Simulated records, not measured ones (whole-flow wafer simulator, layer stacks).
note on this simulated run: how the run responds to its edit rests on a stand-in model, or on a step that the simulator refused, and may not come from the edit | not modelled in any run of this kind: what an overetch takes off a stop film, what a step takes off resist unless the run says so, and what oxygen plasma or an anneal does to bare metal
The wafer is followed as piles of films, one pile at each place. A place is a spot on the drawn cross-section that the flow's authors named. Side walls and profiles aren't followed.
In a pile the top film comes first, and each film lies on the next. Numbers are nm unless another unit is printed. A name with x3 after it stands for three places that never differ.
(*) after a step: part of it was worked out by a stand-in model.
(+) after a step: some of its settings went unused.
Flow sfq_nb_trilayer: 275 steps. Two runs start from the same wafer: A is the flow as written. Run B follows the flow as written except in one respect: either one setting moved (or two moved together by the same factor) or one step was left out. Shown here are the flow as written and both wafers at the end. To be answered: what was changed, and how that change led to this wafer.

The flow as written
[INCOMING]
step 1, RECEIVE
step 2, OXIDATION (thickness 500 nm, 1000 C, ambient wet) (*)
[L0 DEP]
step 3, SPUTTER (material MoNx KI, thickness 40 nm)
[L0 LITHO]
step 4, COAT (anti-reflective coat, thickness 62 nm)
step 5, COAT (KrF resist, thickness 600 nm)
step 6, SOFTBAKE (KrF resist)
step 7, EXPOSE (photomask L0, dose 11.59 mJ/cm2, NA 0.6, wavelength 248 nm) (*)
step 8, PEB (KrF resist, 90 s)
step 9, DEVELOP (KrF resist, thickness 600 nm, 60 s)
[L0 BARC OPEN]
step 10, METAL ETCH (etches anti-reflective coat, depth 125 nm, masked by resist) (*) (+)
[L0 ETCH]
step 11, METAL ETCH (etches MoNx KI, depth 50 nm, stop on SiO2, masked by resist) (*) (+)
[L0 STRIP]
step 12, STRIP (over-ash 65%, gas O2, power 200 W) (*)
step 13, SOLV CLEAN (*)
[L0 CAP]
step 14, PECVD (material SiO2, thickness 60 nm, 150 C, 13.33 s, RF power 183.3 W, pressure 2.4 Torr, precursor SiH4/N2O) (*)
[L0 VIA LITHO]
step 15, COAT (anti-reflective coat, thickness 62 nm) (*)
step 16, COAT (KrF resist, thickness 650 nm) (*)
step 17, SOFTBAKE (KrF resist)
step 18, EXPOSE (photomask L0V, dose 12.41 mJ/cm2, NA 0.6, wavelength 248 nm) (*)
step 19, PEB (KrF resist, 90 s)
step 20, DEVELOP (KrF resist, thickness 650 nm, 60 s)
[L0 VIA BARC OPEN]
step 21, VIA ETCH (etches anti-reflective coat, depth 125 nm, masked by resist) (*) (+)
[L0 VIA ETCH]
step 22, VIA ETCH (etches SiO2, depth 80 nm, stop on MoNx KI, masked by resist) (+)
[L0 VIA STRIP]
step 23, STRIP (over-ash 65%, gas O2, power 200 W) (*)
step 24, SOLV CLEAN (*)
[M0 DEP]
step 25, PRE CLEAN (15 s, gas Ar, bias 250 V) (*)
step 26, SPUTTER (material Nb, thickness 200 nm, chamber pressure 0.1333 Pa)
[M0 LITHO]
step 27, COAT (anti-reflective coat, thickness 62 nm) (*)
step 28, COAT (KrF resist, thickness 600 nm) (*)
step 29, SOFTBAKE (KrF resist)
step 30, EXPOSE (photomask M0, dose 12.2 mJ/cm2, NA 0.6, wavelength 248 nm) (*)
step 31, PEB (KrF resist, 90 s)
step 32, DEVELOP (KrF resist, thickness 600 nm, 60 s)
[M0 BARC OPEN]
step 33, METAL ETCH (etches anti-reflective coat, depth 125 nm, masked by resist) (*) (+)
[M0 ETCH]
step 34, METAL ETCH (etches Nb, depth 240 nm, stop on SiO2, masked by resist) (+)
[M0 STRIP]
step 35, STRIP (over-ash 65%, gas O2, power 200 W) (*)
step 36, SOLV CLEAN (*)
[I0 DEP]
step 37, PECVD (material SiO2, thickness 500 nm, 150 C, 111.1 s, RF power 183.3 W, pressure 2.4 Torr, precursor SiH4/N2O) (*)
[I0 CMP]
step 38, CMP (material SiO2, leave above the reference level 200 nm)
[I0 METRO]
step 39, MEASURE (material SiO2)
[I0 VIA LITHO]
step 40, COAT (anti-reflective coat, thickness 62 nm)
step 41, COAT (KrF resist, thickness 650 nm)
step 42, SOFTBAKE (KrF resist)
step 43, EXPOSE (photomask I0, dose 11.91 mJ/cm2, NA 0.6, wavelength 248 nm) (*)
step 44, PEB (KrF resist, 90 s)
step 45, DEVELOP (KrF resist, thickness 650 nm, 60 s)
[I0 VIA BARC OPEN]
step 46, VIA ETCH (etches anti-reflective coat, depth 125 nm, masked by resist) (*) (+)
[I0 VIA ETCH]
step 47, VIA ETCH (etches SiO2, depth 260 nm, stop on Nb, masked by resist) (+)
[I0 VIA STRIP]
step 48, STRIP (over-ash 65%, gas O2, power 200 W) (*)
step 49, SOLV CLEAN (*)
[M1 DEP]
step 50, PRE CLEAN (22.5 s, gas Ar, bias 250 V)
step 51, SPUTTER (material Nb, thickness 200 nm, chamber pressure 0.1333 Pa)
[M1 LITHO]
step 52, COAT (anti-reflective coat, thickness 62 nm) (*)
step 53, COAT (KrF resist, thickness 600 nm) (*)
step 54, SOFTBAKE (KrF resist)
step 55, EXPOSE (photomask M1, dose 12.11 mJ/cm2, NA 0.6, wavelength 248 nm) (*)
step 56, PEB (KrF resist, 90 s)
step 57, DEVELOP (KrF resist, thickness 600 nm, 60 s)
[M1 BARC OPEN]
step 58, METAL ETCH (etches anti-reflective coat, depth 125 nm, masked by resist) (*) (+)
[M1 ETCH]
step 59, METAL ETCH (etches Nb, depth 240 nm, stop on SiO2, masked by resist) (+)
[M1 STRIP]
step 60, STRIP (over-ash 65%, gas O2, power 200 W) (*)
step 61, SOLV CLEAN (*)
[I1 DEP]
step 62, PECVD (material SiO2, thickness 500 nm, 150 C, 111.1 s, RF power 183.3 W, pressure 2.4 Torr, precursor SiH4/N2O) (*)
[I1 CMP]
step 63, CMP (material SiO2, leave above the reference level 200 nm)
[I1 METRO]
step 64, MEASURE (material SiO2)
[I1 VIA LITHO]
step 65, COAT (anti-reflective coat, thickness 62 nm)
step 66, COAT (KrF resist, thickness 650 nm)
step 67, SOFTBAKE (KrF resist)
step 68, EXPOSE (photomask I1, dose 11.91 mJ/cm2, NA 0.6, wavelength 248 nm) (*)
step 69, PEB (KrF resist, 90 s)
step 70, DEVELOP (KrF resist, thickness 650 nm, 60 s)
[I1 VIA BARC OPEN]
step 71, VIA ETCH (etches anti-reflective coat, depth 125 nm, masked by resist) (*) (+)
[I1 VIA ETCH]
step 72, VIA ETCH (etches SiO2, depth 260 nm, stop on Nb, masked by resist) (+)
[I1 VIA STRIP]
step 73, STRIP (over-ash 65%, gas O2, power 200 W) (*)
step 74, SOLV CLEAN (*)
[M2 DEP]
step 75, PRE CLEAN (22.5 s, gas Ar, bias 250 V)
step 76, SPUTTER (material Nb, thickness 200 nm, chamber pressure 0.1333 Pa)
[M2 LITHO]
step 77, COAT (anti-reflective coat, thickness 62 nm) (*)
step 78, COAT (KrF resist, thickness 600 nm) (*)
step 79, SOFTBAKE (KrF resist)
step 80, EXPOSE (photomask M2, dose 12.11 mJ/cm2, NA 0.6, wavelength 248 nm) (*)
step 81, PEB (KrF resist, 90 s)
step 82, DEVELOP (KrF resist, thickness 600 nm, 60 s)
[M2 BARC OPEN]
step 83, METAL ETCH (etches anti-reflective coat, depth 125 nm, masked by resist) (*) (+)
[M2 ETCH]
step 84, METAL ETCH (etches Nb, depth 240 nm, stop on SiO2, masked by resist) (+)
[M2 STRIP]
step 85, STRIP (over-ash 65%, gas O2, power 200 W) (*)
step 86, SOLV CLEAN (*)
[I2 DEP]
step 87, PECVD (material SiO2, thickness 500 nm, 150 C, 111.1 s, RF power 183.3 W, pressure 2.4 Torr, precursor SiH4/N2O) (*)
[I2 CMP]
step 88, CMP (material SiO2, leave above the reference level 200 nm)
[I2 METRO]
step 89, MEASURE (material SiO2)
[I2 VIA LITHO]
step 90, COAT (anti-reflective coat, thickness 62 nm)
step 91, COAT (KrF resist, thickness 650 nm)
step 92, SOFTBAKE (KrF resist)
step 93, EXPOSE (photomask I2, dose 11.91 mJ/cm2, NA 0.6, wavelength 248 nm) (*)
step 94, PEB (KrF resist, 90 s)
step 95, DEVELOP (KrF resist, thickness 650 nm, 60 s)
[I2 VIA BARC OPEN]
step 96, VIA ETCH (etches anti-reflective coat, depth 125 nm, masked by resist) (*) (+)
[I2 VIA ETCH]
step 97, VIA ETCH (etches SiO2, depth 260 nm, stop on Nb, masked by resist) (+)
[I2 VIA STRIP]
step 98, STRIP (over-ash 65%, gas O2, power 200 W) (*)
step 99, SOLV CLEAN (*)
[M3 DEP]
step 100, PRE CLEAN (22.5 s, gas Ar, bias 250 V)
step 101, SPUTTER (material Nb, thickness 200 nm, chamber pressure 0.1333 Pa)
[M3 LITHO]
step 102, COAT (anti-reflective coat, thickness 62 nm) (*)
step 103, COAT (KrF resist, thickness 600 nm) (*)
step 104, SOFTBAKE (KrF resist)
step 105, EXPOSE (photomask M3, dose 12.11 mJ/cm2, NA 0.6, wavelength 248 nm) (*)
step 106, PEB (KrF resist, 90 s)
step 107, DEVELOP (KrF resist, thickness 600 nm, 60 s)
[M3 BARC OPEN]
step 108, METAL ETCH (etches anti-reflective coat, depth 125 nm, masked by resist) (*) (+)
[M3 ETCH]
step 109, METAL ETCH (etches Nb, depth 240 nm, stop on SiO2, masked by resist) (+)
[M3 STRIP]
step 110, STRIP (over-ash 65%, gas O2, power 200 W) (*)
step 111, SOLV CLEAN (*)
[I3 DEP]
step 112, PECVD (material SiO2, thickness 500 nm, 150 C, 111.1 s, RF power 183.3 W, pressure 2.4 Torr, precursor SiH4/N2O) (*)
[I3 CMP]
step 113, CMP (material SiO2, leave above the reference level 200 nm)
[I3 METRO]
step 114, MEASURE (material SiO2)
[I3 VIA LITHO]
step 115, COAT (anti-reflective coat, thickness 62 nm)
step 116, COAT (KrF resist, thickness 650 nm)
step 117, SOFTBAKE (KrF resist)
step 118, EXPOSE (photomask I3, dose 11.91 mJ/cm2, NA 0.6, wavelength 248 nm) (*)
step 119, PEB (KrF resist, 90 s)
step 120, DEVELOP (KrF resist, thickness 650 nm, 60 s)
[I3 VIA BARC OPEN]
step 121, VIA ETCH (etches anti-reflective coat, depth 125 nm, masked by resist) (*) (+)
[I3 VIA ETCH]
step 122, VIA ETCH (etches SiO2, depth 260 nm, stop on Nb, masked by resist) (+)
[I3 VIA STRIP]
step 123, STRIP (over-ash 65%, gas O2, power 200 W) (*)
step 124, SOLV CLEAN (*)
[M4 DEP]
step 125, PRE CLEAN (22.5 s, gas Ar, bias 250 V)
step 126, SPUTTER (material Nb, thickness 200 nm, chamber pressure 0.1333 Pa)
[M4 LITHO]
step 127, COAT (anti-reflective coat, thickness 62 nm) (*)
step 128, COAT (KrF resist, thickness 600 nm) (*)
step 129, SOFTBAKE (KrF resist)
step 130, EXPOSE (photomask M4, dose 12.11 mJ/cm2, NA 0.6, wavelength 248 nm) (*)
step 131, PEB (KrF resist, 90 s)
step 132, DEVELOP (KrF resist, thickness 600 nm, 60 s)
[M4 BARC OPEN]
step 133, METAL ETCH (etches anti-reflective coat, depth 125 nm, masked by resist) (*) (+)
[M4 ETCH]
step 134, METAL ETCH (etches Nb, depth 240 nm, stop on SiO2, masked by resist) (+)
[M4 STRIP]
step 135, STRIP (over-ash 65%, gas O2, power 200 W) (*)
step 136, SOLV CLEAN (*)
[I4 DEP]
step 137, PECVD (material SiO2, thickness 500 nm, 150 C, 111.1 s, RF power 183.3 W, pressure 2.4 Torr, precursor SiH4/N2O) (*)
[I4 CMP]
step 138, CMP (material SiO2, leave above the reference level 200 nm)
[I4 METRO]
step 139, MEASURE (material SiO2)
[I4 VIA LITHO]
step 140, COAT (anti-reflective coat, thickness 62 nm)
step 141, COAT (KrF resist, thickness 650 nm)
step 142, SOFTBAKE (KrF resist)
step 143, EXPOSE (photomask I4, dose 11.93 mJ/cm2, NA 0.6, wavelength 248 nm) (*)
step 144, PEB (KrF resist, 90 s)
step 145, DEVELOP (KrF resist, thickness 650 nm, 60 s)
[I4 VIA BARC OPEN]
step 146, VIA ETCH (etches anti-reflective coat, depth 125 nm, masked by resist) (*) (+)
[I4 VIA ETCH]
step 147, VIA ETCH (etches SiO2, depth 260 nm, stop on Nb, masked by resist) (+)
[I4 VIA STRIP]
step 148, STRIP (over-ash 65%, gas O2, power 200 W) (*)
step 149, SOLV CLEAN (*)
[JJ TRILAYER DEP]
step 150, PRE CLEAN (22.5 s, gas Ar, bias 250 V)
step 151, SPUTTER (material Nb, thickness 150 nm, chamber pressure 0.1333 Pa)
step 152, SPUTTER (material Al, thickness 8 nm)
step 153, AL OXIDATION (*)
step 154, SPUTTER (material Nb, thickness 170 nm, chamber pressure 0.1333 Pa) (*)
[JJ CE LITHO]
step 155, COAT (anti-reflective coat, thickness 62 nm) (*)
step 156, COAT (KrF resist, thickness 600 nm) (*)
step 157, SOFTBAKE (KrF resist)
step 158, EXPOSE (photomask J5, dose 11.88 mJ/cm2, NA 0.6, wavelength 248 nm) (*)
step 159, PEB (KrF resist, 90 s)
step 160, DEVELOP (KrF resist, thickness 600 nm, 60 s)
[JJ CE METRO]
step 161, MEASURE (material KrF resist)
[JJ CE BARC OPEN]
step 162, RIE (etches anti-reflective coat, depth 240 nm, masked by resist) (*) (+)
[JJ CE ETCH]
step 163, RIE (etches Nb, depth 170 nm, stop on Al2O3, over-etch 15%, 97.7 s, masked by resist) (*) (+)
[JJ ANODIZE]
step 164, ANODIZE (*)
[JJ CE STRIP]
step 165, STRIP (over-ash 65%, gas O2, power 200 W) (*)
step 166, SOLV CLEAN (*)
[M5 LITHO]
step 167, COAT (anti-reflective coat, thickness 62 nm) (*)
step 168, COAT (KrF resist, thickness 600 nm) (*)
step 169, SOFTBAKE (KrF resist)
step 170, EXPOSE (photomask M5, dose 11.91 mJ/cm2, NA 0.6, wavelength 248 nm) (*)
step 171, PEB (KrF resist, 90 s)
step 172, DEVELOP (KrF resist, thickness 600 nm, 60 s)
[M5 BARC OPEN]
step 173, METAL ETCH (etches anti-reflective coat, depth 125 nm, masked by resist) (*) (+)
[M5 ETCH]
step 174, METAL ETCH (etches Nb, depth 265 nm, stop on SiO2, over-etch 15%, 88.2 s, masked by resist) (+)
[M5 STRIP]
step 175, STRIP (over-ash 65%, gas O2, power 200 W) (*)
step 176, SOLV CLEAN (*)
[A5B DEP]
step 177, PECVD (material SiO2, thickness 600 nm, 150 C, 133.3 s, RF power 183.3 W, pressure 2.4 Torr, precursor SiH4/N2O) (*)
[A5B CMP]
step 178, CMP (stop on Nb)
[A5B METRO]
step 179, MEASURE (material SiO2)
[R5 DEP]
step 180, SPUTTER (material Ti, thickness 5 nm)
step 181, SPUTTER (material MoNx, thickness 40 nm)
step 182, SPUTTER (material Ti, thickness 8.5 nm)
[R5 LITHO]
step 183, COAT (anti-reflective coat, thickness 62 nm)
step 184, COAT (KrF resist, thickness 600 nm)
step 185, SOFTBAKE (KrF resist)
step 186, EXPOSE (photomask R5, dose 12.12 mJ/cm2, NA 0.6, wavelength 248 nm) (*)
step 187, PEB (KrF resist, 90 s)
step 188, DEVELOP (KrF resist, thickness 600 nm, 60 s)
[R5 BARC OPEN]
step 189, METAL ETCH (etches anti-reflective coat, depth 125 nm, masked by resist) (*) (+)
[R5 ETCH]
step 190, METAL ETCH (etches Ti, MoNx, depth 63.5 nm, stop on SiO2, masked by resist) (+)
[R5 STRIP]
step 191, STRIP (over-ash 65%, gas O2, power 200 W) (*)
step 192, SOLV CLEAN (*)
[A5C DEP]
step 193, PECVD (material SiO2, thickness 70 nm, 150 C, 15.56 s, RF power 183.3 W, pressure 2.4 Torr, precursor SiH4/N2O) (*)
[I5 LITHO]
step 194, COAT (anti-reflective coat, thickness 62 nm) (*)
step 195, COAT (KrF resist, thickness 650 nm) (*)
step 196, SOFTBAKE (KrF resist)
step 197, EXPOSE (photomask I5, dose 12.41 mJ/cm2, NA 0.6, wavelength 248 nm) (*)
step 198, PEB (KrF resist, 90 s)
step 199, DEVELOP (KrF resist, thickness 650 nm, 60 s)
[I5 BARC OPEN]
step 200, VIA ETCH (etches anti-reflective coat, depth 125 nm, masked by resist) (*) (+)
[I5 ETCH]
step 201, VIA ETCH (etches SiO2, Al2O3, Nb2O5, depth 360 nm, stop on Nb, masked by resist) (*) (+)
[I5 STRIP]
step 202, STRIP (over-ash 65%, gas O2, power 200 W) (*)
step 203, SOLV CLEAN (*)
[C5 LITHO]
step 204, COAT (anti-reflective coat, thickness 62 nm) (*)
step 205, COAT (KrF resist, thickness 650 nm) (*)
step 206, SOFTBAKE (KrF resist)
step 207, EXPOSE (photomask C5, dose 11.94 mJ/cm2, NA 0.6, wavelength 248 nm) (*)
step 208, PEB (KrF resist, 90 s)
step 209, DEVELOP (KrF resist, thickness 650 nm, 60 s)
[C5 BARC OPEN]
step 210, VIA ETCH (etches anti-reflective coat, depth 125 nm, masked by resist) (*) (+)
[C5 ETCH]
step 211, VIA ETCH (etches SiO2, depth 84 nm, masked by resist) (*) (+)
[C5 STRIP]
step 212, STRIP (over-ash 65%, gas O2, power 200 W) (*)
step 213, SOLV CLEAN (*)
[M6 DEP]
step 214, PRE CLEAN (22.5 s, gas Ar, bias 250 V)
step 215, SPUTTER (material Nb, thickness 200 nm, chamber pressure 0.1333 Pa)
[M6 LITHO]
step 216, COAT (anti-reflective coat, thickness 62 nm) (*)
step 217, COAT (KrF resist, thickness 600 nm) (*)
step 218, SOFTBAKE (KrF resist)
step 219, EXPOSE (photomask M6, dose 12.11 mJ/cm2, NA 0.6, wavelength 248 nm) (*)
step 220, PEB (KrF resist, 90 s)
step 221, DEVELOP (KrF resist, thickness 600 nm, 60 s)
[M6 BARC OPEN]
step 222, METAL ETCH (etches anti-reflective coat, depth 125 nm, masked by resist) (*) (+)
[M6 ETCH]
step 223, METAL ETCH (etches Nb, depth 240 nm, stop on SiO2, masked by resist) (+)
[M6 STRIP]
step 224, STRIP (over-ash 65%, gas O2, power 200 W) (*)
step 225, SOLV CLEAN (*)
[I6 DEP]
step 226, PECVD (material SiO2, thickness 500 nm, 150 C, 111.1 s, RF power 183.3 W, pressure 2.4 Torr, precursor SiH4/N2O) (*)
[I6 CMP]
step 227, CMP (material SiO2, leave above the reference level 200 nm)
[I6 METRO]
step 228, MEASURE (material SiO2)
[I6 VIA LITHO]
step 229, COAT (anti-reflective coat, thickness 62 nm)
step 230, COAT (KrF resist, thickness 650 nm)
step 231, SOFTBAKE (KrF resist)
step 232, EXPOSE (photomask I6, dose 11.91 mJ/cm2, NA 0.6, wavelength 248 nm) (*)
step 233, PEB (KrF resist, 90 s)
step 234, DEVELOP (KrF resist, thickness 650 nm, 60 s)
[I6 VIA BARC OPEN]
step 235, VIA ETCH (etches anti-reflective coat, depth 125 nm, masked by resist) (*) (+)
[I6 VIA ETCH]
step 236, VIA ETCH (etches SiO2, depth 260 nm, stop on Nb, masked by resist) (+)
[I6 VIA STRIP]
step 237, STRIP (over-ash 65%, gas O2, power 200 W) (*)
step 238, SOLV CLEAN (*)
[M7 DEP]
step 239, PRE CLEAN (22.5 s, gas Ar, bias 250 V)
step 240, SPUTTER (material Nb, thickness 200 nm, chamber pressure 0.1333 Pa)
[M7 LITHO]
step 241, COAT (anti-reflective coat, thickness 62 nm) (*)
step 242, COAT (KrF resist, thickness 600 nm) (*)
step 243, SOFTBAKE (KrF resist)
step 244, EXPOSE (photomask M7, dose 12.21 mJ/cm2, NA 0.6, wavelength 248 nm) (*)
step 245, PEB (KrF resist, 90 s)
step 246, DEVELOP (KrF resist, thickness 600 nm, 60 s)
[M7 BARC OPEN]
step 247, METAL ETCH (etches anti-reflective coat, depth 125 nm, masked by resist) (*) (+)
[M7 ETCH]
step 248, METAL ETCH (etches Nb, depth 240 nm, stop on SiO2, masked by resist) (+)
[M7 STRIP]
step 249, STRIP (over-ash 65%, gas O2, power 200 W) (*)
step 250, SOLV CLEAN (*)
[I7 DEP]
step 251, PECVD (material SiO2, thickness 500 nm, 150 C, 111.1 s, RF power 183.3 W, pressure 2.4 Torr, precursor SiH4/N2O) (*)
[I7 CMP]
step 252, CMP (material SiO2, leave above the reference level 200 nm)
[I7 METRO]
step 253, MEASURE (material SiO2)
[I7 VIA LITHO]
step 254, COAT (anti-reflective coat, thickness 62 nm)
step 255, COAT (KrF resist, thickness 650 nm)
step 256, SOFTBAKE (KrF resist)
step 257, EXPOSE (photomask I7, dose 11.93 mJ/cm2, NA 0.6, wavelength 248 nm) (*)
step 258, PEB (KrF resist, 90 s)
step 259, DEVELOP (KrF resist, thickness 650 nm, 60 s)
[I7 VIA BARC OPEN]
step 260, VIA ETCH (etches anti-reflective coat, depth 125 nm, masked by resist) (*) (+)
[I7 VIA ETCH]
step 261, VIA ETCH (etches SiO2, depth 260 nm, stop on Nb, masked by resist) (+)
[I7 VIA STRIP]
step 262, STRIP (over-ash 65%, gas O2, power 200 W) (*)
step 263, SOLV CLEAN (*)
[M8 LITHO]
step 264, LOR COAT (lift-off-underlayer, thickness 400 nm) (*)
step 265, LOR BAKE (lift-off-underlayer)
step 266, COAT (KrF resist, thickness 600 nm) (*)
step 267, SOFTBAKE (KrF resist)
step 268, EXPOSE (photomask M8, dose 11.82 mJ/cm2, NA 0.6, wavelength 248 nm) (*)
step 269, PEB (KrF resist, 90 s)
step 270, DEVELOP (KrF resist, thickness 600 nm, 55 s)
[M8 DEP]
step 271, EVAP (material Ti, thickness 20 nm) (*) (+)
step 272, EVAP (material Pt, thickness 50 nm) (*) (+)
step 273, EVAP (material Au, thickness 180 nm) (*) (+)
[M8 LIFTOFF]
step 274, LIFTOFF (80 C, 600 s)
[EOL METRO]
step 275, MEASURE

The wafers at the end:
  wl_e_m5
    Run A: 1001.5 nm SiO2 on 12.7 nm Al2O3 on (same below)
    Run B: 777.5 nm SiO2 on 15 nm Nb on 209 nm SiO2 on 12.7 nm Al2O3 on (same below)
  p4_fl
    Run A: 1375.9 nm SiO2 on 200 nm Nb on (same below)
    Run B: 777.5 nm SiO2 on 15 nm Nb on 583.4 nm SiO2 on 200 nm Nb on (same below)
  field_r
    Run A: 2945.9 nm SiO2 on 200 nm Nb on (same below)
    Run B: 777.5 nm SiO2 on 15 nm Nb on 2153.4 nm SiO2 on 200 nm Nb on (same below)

The reason: step 223, METAL ETCH: depth 185 nm was run, while the flow as written has depth 240 nm.

How this came from the change, step by step:
  step 223, METAL ETCH (etches Nb, depth 240 nm, stop on SiO2, masked by resist) (+)
      field_l, gap, moat and 76 more: A Nb loses 200 (all of it) | B Nb loses 185
      v_sur, via_wl, via_w and 24 more: A KrF resist loses 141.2 | B KrF resist loses 108.8
  step 224, STRIP (over-ash 65%, gas O2, power 200 W) (*)
      wl_j_sl, wl_j_sr: A KrF resist loses 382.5 (all of it), anti-reflective coat loses 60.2 (all of it) | B KrF resist loses 414.9 (all of it), anti-reflective coat loses 60.2 (all of it)
      wl_c_m6, wl_f_m6: A KrF resist loses 382.3 (all of it), anti-reflective coat loses 62 (all of it) | B KrF resist loses 414.6 (all of it), anti-reflective coat loses 62 (all of it)
      (also at 23 further places)
  step 226, PECVD (material SiO2, thickness 500 nm, 150 C, 111.1 s, RF power 183.3 W, pressure 2.4 Torr, precursor SiH4/N2O) (*)
      field_l, p4_fl, p4_fm and 62 more: A SiO2 gains 500 | B SiO2 gains 500 (new film)
      moat, field_r, lsp_l, ln_m5, lsp_m: A SiO2 gains 493.6 | B SiO2 gains 494.1 (new film)
      (also at 9 further places)
  step 227, CMP (material SiO2, leave above the reference level 200 nm)
      field_l, p4_fl, p4_fm and 59 more: A SiO2 loses 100 | B SiO2 loses 115
      moat, field_r, lsp_l, ln_m5, lsp_m: A SiO2 loses 93.6 | B SiO2 loses 109.1
      (also at 8 further places)
Taking metal films that touch as one body, wl_e_m5 has 7 bodies (between them, from the top down: SiO2 209 / Al2O3 12.7 / Nb2O5 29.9; SiO2 192.5; SiO2 192.5; SiO2 192.5; SiO2 192.5; SiO2 192.5); the flow as written gives 6 bodies (between them, from the top down: SiO2 192.5; SiO2 192.5; SiO2 192.5; SiO2 192.5; SiO2 192.5).
Taking metal films that touch as one body, p4_fl has 3 bodies (between them, from the top down: SiO2 583.4; SiO2 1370); the flow as written gives 2 bodies (between them, from the top down: SiO2 1370).
Taking metal films that touch as one body, field_r has 2 bodies (between them, from the top down: SiO2 2153.4); the flow as written gives 1 body.
